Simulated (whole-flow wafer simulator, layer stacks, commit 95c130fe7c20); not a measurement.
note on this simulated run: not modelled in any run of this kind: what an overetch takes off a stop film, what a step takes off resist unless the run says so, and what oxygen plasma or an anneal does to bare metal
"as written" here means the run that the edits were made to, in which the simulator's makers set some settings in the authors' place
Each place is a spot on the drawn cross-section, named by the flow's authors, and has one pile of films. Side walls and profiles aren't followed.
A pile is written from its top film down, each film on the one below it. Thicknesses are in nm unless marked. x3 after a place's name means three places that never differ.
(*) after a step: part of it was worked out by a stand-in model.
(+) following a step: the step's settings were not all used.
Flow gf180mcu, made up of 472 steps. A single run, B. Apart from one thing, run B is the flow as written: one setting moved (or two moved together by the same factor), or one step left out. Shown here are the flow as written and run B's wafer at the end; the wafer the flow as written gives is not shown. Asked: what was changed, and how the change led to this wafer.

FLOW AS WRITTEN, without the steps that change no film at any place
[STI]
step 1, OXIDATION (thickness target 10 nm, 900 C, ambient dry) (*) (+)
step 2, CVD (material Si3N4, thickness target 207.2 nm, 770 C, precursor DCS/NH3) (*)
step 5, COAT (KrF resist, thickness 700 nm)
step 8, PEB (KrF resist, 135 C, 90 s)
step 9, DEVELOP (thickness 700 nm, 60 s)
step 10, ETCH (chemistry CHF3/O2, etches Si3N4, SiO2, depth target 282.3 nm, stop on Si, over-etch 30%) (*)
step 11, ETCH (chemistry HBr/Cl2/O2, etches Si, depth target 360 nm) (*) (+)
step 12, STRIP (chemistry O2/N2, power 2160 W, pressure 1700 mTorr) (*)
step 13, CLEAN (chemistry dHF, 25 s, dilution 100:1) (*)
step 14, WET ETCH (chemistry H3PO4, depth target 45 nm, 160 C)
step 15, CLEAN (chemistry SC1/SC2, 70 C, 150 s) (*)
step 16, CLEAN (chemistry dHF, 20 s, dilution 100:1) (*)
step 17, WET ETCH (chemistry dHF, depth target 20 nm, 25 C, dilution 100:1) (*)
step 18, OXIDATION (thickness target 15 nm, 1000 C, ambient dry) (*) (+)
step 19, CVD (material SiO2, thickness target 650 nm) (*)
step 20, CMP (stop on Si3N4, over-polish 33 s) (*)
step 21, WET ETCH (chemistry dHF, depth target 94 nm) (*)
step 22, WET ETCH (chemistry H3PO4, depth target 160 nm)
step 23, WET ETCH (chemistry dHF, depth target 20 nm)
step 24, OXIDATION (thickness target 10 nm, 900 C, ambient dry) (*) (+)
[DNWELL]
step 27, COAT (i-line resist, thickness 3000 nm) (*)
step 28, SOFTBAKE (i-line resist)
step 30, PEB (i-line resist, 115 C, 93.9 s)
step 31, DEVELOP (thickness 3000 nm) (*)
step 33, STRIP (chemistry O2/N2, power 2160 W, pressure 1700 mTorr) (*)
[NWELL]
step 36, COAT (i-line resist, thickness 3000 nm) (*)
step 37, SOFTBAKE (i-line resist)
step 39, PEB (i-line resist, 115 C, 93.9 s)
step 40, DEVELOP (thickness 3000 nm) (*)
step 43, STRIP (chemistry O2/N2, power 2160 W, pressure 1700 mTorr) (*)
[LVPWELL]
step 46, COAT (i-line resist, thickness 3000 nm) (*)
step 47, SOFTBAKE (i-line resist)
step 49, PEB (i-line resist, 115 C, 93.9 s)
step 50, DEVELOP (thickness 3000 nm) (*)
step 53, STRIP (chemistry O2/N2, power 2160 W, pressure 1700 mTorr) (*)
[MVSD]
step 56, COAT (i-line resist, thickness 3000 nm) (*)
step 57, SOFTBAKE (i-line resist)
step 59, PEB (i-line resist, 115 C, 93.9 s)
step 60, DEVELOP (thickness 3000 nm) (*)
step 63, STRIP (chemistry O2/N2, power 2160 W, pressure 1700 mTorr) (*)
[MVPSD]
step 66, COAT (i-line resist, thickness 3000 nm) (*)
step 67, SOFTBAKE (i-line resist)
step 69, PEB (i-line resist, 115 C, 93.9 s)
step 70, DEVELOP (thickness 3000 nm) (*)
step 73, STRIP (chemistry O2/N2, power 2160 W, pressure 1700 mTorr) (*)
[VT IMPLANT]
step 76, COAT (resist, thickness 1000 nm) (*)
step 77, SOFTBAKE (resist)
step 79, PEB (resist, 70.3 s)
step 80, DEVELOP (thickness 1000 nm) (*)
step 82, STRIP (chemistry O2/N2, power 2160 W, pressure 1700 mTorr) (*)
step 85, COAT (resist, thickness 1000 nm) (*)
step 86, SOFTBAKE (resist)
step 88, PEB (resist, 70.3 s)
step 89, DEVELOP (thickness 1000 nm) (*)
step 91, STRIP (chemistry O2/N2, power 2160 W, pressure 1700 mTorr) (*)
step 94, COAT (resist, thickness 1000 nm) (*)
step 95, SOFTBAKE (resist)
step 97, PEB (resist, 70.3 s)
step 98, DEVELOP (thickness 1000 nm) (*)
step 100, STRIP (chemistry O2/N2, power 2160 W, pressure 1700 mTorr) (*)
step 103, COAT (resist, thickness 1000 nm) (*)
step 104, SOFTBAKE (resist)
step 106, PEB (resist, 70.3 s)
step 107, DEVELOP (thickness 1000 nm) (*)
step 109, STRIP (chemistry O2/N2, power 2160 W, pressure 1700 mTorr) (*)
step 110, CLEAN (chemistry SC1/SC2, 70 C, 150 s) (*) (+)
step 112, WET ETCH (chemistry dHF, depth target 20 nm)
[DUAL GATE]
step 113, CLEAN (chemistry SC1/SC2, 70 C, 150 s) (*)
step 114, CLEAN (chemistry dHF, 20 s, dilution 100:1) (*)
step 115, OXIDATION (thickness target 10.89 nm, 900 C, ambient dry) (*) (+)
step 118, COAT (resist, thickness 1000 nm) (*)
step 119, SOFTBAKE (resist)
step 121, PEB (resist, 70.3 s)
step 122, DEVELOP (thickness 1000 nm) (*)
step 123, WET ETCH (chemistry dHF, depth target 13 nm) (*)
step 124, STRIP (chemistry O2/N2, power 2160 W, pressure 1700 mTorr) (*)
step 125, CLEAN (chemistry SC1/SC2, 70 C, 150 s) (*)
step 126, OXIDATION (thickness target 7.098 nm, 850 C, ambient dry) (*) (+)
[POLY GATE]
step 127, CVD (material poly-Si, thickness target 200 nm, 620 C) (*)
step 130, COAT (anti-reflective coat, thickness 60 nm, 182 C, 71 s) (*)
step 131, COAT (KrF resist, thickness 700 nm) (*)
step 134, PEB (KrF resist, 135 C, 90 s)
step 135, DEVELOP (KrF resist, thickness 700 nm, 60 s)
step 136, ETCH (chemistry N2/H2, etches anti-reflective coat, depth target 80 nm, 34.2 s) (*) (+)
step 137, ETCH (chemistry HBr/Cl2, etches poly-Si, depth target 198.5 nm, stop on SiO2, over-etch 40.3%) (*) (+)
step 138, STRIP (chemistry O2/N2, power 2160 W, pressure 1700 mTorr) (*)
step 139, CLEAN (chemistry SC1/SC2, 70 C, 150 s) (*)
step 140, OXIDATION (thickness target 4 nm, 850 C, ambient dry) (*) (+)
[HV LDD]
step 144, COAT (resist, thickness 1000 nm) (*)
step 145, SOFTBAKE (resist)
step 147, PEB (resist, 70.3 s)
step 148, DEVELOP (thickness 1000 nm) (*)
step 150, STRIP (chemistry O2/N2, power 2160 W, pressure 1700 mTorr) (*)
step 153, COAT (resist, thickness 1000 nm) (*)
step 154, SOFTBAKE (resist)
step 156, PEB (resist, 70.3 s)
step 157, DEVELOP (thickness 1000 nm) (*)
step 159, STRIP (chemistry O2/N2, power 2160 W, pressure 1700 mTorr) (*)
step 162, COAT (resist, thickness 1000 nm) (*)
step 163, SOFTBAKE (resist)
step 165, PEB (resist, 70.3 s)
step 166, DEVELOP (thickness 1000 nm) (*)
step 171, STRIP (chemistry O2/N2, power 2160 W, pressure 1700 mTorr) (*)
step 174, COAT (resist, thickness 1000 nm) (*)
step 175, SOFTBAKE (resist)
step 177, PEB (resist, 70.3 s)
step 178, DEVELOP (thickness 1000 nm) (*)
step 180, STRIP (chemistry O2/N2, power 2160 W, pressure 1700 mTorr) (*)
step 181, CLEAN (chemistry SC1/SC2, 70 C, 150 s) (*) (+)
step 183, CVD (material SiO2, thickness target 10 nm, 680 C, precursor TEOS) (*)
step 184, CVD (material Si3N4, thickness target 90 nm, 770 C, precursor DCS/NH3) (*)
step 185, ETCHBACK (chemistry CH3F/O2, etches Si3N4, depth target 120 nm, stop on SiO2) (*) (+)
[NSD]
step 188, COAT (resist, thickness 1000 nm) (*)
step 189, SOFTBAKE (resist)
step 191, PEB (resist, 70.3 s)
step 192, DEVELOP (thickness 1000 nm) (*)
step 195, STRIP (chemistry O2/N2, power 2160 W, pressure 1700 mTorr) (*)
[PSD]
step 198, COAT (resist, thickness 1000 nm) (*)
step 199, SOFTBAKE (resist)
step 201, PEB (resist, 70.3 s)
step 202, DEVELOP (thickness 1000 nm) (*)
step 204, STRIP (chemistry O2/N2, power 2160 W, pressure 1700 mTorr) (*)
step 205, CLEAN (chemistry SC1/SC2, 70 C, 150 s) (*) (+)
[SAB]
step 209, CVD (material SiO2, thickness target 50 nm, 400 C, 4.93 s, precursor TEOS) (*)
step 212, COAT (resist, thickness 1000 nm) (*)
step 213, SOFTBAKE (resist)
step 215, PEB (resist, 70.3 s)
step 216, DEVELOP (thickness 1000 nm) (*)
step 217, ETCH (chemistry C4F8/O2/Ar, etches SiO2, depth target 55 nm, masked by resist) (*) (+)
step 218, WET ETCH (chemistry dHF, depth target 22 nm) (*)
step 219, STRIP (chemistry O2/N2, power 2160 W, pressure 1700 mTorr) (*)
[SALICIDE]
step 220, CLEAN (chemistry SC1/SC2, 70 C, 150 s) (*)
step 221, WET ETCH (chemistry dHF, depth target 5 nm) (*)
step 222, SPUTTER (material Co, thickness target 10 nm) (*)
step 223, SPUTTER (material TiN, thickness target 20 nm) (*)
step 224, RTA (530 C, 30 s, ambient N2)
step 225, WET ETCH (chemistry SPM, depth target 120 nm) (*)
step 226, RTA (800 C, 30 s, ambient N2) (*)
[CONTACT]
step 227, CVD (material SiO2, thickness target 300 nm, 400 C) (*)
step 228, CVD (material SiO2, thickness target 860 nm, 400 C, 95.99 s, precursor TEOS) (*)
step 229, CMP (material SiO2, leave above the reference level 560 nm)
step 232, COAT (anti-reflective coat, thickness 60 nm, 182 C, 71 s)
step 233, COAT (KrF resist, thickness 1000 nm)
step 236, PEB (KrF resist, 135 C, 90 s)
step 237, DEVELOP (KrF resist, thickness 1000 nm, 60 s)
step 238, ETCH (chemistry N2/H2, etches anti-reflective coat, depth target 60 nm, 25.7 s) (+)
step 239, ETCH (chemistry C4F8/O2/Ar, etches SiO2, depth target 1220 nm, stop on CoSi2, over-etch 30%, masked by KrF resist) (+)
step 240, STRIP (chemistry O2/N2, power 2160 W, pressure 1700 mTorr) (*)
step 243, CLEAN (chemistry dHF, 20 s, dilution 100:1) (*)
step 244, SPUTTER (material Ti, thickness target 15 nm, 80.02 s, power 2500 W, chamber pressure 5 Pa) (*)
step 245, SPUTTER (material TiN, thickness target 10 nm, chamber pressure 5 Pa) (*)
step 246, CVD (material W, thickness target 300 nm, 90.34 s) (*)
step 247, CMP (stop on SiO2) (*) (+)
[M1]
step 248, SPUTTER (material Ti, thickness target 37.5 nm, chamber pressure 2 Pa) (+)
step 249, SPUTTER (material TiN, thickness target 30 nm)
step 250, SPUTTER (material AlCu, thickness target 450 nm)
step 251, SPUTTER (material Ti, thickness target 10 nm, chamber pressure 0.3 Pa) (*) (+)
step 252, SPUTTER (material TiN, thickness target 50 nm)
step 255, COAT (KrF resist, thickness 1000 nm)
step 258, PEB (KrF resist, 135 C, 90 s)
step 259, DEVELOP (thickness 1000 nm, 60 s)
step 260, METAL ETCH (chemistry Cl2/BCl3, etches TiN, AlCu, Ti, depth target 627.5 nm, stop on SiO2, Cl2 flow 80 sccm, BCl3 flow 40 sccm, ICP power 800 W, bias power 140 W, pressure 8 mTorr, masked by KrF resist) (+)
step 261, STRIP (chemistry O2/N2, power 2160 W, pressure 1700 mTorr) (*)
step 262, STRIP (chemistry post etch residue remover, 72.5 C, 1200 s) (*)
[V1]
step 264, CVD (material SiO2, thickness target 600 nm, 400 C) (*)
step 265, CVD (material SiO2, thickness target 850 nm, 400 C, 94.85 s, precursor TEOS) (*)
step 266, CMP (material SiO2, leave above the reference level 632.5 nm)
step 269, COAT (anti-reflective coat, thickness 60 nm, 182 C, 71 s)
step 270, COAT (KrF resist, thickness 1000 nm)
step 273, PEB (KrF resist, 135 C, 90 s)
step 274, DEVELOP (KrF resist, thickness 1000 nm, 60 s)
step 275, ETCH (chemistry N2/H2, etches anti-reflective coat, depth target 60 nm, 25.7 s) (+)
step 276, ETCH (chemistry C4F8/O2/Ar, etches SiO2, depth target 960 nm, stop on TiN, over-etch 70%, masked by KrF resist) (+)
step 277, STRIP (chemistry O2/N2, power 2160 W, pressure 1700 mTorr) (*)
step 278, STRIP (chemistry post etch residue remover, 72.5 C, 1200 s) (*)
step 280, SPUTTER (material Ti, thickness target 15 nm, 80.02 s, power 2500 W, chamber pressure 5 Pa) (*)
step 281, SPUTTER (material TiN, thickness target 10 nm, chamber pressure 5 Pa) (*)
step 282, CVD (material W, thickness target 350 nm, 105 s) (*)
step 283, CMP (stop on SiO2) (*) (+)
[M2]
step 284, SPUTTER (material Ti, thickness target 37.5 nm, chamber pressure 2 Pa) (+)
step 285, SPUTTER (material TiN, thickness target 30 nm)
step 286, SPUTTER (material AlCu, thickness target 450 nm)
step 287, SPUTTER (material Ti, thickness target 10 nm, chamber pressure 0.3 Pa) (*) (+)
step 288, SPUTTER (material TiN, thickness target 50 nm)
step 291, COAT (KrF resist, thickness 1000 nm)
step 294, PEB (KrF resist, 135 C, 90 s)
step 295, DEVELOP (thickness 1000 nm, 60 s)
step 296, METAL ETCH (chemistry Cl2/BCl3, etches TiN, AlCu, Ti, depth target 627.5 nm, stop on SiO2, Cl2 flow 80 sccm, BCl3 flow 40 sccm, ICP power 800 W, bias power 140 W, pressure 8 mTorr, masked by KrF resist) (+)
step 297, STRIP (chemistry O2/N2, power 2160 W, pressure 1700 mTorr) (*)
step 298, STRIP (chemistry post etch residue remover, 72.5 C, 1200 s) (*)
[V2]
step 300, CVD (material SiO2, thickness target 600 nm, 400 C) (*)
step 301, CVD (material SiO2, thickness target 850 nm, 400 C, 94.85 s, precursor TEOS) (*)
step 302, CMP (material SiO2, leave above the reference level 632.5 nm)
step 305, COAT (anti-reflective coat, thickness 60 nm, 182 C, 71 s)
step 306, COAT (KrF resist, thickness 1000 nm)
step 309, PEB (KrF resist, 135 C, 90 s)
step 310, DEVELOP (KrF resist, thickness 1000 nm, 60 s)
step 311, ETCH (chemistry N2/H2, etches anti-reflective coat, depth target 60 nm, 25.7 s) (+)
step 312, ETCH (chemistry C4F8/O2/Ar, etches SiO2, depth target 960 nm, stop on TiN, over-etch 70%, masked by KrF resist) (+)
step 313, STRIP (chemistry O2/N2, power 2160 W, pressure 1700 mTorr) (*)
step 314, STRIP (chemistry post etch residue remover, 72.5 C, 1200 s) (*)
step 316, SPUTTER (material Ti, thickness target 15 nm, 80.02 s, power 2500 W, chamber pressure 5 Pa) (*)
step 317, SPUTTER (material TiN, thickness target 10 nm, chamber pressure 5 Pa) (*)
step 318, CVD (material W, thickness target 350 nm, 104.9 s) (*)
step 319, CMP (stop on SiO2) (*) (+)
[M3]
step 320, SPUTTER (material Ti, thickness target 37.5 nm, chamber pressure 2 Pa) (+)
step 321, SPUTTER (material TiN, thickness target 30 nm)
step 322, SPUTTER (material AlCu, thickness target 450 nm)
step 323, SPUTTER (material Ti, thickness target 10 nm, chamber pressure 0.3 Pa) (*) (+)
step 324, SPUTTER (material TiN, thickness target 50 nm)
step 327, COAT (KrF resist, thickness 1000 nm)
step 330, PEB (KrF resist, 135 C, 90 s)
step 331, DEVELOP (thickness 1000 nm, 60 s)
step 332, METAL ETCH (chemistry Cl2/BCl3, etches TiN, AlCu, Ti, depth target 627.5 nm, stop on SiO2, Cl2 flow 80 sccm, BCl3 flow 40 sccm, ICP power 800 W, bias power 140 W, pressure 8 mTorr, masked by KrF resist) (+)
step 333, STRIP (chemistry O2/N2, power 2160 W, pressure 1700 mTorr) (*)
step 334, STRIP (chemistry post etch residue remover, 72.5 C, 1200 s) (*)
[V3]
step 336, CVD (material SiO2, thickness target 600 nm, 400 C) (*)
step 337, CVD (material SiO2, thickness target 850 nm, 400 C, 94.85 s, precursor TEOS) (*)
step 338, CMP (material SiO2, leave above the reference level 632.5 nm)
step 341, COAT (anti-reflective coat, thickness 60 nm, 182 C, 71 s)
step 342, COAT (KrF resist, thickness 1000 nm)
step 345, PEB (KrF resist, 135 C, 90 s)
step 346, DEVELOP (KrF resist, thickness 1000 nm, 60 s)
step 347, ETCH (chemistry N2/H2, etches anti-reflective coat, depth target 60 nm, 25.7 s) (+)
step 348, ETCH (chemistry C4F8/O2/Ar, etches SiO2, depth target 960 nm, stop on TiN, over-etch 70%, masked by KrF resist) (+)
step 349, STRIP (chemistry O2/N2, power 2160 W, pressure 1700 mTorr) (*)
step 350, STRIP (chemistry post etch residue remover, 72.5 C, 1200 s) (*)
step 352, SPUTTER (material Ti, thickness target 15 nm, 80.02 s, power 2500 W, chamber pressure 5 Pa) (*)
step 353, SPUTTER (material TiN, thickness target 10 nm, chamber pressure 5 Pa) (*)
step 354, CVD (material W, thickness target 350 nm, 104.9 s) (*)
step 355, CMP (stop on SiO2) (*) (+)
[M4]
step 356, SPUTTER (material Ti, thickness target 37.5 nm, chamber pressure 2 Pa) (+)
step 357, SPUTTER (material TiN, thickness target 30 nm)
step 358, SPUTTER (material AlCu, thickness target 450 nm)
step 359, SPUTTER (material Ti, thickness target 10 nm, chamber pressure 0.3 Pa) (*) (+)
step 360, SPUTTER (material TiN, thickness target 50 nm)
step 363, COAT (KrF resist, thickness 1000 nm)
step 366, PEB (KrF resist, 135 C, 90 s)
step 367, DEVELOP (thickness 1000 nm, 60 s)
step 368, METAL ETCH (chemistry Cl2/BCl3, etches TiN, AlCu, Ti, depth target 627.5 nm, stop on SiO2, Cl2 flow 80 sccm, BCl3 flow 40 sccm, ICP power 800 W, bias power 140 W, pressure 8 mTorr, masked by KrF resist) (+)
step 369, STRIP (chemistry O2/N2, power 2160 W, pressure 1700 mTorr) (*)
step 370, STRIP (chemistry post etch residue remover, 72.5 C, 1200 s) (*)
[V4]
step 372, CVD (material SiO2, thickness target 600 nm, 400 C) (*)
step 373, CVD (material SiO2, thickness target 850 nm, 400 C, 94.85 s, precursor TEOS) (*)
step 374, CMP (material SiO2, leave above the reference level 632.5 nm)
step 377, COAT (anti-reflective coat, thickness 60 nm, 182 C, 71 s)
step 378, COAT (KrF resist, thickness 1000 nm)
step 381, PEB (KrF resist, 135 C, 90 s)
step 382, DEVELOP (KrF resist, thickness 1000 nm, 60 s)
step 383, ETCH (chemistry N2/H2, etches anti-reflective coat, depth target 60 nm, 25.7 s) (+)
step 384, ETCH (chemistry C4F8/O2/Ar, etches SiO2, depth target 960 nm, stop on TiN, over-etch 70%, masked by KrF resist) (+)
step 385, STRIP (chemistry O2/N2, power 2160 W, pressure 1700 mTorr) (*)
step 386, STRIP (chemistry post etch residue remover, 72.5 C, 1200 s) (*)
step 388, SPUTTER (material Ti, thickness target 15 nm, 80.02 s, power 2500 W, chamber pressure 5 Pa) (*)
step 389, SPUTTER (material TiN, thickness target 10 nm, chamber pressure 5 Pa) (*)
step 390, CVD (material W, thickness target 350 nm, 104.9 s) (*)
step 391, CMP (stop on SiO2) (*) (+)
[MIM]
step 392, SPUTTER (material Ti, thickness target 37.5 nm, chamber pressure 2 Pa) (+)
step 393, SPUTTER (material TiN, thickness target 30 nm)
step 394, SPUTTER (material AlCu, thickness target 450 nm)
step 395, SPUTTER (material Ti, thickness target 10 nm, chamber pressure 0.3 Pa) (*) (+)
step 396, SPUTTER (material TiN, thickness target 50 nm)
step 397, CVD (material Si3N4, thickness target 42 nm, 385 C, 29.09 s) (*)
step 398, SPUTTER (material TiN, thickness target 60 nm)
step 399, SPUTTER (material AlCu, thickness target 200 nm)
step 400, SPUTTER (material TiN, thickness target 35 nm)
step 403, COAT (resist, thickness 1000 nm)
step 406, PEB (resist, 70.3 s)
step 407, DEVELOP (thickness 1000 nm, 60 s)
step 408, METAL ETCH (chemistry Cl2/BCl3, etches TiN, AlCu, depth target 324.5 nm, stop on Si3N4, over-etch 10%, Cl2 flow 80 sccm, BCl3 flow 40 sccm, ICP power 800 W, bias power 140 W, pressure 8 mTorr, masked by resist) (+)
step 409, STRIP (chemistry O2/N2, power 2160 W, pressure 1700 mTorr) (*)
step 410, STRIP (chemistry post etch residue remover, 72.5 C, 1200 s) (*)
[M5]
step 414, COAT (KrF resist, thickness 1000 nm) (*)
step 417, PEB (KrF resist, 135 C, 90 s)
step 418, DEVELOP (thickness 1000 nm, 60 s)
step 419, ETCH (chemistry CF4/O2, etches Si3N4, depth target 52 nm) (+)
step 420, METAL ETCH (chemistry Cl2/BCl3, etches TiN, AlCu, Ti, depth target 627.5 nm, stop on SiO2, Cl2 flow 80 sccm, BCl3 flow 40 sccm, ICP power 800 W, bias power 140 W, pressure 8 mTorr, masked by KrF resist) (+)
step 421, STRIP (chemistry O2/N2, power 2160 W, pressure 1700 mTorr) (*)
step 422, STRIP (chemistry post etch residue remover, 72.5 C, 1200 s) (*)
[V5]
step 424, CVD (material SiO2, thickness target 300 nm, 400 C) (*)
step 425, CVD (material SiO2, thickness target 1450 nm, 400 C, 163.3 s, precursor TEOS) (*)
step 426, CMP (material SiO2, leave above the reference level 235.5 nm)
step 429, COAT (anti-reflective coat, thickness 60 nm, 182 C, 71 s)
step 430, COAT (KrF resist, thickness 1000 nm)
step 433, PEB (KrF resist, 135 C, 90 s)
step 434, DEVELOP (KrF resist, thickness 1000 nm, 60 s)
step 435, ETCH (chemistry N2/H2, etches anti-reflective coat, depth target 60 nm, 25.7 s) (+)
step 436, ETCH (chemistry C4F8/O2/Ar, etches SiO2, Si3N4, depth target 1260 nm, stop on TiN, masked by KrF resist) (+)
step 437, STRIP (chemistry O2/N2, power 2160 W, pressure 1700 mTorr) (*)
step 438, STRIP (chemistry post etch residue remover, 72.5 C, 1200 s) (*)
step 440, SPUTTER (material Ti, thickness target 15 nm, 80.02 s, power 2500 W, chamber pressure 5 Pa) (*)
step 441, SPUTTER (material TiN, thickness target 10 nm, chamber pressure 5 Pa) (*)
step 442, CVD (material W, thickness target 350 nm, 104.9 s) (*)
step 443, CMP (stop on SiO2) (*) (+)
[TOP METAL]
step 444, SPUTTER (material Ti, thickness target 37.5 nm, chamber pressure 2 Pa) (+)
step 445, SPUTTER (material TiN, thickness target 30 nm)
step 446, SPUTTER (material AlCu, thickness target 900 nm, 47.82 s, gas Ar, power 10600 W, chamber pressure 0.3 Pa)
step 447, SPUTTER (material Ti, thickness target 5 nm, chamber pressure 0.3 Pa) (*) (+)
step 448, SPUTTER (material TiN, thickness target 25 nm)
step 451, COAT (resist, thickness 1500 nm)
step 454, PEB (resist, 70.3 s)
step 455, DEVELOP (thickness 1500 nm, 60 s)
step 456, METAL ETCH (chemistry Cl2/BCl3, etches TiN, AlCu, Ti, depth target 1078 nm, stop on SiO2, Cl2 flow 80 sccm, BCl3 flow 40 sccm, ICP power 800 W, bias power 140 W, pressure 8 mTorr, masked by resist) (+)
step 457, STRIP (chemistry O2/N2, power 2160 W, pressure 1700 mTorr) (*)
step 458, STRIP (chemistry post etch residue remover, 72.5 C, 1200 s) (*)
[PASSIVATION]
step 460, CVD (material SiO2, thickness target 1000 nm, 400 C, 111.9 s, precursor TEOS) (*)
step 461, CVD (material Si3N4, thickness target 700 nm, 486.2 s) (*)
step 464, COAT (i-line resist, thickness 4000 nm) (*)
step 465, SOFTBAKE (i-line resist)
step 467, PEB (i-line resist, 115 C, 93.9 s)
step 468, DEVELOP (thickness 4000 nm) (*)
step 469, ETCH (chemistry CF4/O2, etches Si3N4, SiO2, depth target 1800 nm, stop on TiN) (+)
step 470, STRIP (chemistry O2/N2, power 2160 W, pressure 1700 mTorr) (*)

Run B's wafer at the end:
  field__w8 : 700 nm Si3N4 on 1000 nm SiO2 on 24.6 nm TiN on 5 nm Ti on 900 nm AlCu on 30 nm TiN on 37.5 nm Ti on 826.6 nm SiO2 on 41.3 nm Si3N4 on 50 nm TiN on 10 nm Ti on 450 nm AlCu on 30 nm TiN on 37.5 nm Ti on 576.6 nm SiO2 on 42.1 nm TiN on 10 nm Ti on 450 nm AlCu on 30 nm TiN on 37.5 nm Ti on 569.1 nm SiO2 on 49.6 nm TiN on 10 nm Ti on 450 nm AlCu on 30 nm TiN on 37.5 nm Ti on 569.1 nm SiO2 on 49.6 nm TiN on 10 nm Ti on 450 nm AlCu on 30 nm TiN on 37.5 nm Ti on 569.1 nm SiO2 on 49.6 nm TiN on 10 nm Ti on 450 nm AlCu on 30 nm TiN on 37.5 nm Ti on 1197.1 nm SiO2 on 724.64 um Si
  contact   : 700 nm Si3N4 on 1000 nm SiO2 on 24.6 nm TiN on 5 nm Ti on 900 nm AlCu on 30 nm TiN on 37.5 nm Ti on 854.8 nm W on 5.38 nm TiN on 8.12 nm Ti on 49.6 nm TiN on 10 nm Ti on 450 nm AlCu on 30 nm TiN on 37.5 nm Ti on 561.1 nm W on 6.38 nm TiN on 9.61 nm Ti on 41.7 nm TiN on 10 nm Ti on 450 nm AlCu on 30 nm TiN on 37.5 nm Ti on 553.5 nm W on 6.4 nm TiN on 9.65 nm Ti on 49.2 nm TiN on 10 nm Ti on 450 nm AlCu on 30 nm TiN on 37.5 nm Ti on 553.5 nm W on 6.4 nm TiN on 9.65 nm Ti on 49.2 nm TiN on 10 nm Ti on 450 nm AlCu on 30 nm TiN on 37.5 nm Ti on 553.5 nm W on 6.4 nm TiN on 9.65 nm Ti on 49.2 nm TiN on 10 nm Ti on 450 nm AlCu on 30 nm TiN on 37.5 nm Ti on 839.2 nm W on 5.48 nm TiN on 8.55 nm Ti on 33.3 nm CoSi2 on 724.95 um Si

Cause: step 360, SPUTTER: thickness target 42.5 nm was run, whereas the flow has thickness target 50 nm.

The path from the change to this, step by step:
  step 360, SPUTTER (material TiN, thickness target 50 nm)
      field, field__w1, field__w2 and 108 more: +42.5 TiN (new film) (in the flow as written it would be: +50 TiN (new film))
  step 368, METAL ETCH (chemistry Cl2/BCl3, etches TiN, AlCu, Ti, depth target 627.5 nm, stop on SiO2, Cl2 flow 80 sccm, BCl3 flow 40 sccm, ICP power 800 W, bias power 140 W, pressure 8 mTorr, masked by KrF resist) (+)
      field, field__w1, field__w2 and 103 more: -42.5 TiN (all of it), -10 Ti (all of it), -450 AlCu (all of it), -30 TiN (all of it), -37.5 Ti (all of it) (in the flow as written it would be: -50 TiN (all of it), -10 Ti (all of it), -450 AlCu (all of it), -30 TiN (all of it), -37.5 Ti (all of it))
